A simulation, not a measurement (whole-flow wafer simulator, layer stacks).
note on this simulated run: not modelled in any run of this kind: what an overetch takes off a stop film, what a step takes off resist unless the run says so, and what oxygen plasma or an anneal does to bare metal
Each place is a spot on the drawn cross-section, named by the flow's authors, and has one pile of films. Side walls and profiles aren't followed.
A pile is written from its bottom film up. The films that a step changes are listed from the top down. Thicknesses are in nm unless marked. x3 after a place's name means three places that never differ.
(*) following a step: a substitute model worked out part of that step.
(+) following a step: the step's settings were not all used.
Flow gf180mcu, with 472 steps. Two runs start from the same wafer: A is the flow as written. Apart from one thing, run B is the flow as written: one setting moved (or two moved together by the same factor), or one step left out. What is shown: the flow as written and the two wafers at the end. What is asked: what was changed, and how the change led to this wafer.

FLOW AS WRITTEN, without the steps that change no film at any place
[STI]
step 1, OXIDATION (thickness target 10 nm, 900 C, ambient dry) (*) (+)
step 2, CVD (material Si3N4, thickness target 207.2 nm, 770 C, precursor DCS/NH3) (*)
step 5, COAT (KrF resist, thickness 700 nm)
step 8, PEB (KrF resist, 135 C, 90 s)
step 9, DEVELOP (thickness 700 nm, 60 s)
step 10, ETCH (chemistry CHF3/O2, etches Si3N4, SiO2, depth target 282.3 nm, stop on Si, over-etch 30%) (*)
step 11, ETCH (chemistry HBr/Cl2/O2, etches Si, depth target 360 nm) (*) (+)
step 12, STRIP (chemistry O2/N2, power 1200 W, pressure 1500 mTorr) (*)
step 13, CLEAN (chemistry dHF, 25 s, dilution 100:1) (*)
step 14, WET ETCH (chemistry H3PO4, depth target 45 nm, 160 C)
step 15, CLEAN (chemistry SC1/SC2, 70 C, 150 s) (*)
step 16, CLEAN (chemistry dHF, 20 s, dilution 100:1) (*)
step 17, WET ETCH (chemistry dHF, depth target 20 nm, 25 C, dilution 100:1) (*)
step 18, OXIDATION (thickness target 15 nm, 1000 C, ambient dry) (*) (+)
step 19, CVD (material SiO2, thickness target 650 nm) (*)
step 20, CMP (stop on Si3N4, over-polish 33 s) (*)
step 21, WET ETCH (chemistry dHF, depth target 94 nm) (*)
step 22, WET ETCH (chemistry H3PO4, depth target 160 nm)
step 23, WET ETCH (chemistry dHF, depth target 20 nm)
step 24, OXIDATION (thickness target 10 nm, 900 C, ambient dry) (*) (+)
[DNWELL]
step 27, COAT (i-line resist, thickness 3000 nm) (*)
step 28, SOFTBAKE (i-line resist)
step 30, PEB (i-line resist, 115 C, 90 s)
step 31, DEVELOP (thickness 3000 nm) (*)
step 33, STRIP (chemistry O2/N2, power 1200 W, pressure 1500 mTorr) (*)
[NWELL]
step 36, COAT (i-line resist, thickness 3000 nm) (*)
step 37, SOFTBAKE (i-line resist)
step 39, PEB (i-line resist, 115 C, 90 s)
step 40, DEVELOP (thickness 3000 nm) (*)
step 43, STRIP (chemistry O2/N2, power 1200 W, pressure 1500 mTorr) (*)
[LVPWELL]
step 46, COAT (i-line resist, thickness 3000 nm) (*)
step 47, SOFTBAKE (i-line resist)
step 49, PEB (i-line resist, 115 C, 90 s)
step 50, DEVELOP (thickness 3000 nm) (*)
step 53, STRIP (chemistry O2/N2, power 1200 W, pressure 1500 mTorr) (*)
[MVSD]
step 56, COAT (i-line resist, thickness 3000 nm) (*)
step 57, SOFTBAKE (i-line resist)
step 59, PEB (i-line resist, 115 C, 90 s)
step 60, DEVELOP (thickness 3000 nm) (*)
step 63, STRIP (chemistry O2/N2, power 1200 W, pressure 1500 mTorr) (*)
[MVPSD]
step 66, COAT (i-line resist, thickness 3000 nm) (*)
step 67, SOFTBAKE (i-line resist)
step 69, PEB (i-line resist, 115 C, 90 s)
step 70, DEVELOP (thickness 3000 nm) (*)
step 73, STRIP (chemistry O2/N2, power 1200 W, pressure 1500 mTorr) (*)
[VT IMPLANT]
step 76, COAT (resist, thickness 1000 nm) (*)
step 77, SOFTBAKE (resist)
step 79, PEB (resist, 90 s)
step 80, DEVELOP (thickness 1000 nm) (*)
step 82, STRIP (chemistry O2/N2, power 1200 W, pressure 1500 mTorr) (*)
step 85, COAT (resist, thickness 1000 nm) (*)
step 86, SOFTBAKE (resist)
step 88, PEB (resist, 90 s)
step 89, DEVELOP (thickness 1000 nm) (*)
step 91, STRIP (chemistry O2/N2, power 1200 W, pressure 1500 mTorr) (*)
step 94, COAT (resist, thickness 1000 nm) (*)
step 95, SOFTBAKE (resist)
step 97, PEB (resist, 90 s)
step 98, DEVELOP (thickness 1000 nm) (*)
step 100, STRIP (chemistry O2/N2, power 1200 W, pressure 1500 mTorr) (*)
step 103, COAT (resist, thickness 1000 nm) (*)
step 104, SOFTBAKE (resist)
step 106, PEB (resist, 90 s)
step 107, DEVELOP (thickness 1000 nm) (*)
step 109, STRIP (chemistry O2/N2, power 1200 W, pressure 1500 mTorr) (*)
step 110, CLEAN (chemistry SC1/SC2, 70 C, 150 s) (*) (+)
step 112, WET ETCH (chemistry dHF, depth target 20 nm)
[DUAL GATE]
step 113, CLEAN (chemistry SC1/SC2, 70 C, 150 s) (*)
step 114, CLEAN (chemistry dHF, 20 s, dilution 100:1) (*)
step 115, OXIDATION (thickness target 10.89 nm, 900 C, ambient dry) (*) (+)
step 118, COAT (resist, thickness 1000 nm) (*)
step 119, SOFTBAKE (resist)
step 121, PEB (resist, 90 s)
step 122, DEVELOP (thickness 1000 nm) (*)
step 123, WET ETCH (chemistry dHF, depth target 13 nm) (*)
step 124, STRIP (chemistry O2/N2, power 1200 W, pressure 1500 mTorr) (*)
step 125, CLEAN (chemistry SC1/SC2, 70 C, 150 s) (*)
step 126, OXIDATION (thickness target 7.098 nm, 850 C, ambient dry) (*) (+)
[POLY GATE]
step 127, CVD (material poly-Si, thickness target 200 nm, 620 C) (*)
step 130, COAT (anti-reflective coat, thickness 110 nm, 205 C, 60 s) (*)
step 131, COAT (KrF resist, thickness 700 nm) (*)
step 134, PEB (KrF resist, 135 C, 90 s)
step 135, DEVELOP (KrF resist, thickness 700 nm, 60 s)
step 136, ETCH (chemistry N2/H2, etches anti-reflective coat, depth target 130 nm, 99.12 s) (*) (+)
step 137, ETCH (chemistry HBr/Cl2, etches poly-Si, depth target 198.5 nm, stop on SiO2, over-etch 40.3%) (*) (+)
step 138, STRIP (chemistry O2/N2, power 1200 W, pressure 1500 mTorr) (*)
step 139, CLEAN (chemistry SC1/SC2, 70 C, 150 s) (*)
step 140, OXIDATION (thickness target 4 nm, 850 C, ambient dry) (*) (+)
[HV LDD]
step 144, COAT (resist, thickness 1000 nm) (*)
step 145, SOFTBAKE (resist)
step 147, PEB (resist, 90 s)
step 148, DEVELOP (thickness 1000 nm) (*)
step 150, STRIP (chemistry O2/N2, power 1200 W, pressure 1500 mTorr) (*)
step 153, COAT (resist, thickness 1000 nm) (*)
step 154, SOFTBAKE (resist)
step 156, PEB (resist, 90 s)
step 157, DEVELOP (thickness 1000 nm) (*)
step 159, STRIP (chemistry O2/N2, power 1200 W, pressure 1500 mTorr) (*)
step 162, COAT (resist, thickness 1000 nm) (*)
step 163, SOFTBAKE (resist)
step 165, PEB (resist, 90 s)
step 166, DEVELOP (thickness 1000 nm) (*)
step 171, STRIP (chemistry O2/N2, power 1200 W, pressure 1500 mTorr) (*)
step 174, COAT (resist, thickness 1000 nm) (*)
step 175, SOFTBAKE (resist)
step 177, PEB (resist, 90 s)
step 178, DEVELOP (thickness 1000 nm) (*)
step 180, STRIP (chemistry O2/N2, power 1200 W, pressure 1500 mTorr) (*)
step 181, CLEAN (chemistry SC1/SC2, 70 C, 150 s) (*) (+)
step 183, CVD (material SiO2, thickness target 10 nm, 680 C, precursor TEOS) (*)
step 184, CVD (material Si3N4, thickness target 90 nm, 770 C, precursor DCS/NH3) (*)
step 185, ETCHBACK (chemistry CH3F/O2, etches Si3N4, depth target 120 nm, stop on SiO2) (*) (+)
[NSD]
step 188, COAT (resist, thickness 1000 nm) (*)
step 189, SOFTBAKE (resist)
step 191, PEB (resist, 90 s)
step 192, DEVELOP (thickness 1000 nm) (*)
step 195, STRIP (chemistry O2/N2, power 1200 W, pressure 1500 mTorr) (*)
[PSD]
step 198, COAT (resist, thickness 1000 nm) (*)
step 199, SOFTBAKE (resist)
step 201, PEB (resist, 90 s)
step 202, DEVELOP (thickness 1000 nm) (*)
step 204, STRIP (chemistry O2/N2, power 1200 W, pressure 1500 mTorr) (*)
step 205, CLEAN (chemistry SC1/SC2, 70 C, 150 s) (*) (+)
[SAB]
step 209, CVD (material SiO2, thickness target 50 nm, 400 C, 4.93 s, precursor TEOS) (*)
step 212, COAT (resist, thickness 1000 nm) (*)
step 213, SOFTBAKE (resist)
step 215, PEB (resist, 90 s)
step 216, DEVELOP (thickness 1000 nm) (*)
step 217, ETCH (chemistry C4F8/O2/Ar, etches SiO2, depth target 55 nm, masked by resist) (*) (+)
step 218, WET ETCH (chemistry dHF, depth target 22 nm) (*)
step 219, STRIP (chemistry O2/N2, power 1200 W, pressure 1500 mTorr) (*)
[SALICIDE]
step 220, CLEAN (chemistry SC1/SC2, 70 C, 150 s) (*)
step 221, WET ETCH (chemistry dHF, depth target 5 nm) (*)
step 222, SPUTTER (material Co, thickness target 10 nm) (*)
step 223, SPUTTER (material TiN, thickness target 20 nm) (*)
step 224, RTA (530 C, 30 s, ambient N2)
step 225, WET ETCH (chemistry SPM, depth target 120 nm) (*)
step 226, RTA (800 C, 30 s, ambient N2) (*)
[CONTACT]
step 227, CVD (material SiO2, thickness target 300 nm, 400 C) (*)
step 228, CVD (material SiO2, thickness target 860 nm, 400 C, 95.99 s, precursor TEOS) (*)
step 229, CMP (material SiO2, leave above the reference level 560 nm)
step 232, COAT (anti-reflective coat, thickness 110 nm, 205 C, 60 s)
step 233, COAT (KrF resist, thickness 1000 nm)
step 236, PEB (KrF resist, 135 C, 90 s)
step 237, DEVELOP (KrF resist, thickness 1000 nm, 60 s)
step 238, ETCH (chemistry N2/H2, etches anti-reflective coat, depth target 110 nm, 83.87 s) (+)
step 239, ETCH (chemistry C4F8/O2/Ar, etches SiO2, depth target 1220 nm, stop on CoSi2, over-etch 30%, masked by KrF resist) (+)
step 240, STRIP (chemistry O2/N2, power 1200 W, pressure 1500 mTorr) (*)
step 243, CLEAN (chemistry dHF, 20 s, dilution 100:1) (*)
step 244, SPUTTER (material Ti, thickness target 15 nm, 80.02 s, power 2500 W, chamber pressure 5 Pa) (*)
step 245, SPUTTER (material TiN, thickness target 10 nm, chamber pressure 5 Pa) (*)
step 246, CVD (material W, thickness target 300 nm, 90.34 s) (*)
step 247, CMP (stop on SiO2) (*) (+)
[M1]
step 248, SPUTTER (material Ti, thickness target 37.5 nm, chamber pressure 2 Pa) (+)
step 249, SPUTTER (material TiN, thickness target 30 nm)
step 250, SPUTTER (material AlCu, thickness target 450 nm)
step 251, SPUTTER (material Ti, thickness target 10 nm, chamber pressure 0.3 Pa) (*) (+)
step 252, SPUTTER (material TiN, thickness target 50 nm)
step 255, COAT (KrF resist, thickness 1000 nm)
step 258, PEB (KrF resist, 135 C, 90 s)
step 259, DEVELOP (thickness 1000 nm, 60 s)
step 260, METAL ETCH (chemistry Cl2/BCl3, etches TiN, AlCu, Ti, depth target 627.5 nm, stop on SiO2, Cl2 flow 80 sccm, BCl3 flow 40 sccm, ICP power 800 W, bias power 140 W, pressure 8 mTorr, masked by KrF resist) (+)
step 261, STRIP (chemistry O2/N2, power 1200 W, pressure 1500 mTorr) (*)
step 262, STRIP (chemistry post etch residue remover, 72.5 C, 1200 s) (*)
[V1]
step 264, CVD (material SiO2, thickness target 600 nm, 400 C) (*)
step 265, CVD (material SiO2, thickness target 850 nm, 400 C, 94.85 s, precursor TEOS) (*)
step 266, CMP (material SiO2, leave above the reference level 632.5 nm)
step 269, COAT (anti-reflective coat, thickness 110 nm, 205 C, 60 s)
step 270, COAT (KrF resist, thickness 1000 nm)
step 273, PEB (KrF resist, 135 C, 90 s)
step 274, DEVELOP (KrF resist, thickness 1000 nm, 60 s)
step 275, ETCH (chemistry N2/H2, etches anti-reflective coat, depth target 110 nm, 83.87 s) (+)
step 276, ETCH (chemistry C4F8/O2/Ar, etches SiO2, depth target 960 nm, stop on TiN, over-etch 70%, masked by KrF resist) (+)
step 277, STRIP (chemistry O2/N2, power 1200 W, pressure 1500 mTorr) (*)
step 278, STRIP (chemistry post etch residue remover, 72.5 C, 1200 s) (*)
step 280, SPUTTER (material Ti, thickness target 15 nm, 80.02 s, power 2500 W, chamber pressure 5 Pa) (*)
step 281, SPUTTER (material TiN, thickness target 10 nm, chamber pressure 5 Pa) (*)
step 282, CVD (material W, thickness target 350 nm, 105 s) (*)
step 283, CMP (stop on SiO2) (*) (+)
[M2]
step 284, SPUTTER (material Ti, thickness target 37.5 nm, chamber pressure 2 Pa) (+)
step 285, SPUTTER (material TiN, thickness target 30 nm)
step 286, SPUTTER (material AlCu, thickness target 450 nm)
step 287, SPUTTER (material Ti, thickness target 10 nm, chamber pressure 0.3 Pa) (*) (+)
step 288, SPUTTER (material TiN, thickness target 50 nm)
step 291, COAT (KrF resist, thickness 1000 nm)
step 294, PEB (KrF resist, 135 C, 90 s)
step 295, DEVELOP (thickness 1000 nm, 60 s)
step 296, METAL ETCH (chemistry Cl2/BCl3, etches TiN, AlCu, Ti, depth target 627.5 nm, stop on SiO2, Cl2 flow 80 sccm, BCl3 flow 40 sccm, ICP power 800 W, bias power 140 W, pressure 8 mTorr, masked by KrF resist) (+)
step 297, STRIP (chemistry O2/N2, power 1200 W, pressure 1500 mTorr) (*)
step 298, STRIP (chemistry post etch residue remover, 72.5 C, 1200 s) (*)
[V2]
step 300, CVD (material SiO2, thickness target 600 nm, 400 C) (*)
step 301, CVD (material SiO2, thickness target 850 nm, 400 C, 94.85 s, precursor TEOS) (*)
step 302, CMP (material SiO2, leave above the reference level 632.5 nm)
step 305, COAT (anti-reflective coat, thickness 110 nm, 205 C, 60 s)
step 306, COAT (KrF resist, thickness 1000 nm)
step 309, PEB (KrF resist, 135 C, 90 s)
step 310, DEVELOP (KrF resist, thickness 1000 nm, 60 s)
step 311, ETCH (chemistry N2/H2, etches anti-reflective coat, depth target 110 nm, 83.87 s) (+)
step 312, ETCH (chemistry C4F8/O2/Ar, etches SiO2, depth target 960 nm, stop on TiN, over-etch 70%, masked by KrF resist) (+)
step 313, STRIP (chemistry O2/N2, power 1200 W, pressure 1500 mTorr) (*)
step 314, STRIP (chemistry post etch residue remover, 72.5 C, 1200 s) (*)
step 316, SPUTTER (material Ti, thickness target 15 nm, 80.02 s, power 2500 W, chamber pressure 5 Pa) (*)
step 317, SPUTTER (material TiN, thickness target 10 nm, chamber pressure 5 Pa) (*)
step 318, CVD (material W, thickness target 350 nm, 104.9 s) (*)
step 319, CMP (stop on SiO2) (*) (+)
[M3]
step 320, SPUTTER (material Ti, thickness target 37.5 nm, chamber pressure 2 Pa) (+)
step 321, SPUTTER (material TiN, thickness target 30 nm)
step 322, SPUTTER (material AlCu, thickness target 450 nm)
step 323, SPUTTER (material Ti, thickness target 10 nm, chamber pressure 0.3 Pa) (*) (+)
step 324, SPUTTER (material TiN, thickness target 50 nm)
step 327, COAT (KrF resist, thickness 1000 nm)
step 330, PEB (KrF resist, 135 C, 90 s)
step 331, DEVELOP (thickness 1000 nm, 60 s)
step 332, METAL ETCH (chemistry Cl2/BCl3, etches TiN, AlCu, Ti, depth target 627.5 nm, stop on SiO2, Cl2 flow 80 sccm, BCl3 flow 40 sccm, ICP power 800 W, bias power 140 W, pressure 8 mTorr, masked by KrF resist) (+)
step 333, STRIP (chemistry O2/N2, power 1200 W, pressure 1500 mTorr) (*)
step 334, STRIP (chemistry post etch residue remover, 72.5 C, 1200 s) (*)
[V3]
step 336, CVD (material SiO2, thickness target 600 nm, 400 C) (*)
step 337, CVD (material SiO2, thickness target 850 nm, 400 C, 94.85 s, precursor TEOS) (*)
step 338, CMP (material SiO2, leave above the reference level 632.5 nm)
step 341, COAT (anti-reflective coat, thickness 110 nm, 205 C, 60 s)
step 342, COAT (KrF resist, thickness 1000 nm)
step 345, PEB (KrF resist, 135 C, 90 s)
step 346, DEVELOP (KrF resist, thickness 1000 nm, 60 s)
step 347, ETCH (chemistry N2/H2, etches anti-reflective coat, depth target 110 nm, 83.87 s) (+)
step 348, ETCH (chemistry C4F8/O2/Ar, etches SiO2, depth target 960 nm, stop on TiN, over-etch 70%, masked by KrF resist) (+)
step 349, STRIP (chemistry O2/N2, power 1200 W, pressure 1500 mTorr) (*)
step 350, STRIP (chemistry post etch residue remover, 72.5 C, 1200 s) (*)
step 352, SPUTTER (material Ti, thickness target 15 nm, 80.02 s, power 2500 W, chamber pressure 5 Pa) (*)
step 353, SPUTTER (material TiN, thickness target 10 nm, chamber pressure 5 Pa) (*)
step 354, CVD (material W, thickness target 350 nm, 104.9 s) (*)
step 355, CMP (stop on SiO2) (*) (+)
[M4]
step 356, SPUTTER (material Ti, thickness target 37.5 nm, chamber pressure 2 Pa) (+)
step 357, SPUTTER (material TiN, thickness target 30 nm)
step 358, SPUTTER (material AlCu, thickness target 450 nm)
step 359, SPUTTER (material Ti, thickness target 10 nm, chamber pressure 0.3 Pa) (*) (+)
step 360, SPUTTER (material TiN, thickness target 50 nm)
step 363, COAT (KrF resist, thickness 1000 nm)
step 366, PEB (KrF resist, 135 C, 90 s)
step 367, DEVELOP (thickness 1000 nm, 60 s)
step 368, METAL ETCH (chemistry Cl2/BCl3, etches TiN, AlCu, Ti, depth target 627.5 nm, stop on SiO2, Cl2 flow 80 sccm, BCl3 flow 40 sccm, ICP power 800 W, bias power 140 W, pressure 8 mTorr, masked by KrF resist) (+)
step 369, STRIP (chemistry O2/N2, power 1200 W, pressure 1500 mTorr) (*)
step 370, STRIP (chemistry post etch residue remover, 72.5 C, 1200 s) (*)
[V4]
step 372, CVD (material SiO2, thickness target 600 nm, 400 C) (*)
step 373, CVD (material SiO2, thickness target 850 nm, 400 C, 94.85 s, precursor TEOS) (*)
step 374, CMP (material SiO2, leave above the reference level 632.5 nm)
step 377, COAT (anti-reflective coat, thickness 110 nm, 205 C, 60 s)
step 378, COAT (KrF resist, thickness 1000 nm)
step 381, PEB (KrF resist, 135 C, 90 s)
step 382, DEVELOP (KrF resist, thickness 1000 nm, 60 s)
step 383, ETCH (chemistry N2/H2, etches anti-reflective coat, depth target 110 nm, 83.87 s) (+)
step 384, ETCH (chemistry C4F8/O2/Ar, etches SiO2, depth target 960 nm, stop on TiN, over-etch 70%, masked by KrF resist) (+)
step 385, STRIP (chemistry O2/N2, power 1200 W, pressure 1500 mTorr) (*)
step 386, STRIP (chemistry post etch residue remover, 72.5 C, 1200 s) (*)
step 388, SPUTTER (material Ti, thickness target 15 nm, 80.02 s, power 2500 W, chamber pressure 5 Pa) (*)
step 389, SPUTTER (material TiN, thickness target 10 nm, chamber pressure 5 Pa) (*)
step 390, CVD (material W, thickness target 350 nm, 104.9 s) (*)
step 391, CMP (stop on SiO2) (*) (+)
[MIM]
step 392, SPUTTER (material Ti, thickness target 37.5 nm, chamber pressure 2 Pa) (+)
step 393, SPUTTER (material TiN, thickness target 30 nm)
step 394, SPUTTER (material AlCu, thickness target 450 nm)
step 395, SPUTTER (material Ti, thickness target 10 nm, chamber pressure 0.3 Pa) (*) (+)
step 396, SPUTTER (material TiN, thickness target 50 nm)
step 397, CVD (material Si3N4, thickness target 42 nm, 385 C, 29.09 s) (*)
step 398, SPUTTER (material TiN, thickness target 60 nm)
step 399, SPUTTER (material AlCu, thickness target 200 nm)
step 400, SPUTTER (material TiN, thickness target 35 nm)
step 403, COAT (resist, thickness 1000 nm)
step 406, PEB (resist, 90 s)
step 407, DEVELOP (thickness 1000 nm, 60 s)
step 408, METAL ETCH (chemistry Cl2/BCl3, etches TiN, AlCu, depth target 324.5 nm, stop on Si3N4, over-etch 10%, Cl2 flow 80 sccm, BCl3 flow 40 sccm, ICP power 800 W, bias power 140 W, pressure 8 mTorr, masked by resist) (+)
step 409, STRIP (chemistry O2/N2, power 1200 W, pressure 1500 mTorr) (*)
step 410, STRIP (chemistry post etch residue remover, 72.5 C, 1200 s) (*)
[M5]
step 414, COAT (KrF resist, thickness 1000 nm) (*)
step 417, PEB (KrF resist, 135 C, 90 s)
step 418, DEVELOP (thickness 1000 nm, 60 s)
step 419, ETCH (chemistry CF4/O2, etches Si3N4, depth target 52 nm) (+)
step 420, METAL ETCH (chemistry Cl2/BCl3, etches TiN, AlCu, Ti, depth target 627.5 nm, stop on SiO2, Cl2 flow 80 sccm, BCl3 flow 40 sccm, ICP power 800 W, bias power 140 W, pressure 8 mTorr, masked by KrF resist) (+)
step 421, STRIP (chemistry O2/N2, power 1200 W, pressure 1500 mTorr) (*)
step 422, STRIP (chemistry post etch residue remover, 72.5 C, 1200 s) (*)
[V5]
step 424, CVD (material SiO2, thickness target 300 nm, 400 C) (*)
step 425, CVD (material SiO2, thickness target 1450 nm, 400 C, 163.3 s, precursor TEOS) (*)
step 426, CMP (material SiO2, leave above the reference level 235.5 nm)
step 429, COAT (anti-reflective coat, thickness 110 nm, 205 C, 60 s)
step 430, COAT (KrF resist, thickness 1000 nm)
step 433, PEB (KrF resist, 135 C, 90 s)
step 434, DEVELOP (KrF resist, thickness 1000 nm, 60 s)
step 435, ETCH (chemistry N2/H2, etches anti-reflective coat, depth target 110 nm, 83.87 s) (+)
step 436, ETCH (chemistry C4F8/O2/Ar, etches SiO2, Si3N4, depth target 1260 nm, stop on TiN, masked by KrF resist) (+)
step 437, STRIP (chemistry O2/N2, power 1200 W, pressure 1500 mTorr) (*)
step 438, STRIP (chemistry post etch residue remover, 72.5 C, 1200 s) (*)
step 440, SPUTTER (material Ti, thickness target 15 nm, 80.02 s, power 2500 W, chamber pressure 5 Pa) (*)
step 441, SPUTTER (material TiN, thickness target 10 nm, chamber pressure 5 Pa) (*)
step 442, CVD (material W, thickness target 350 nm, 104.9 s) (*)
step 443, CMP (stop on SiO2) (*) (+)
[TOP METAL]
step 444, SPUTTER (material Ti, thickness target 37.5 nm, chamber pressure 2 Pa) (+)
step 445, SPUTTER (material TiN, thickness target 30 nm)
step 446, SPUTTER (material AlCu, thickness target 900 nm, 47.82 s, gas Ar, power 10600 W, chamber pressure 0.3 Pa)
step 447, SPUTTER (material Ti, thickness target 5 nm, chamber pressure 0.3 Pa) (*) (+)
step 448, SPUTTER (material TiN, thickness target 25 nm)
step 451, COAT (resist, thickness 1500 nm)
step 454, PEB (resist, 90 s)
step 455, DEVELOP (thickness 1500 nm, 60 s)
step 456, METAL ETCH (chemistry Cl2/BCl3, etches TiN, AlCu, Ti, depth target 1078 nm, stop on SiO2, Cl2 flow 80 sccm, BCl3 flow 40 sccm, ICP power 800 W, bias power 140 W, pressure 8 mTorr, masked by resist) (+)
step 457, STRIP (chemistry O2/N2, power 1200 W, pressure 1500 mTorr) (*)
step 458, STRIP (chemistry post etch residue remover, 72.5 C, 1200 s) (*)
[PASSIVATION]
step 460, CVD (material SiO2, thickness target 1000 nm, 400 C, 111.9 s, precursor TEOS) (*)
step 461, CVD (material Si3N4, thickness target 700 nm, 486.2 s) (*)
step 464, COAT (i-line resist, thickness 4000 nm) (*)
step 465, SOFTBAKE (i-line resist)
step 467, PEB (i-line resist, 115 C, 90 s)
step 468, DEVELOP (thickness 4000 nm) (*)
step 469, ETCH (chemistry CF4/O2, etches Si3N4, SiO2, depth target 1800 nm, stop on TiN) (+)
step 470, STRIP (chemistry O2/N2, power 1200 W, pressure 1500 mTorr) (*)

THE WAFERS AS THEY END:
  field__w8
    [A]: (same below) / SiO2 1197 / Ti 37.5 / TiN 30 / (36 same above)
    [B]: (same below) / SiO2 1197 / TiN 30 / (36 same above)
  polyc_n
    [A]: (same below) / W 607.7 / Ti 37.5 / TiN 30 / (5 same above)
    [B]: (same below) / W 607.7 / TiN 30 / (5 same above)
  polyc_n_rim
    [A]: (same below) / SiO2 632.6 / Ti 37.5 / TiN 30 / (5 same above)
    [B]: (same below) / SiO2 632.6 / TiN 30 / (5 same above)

The reason: step 248, SPUTTER: material Ti, thickness target 37.5 nm, chamber pressure 2 Pa (+), was skipped.

How this came from the change, step by step:
  step 260, METAL ETCH (chemistry Cl2/BCl3, etches TiN, AlCu, Ti, depth target 627.5 nm, stop on SiO2, Cl2 flow 80 sccm, BCl3 flow 40 sccm, ICP power 800 W, bias power 140 W, pressure 8 mTorr, masked by KrF resist) (+)
      field, field__w1, field__w2 and 99 more: A -50 TiN (all of it), -10 Ti (all of it), -450 AlCu (all of it), -30 TiN (all of it), -37.5 Ti (all of it) | B -50 TiN (all of it), -10 Ti (all of it), -450 AlCu (all of it), -30 TiN (all of it)
  step 266, CMP (material SiO2, leave above the reference level 632.5 nm)
      field, field__w1, field__w2 and 99 more: A -300 SiO2 | B -337.5 SiO2
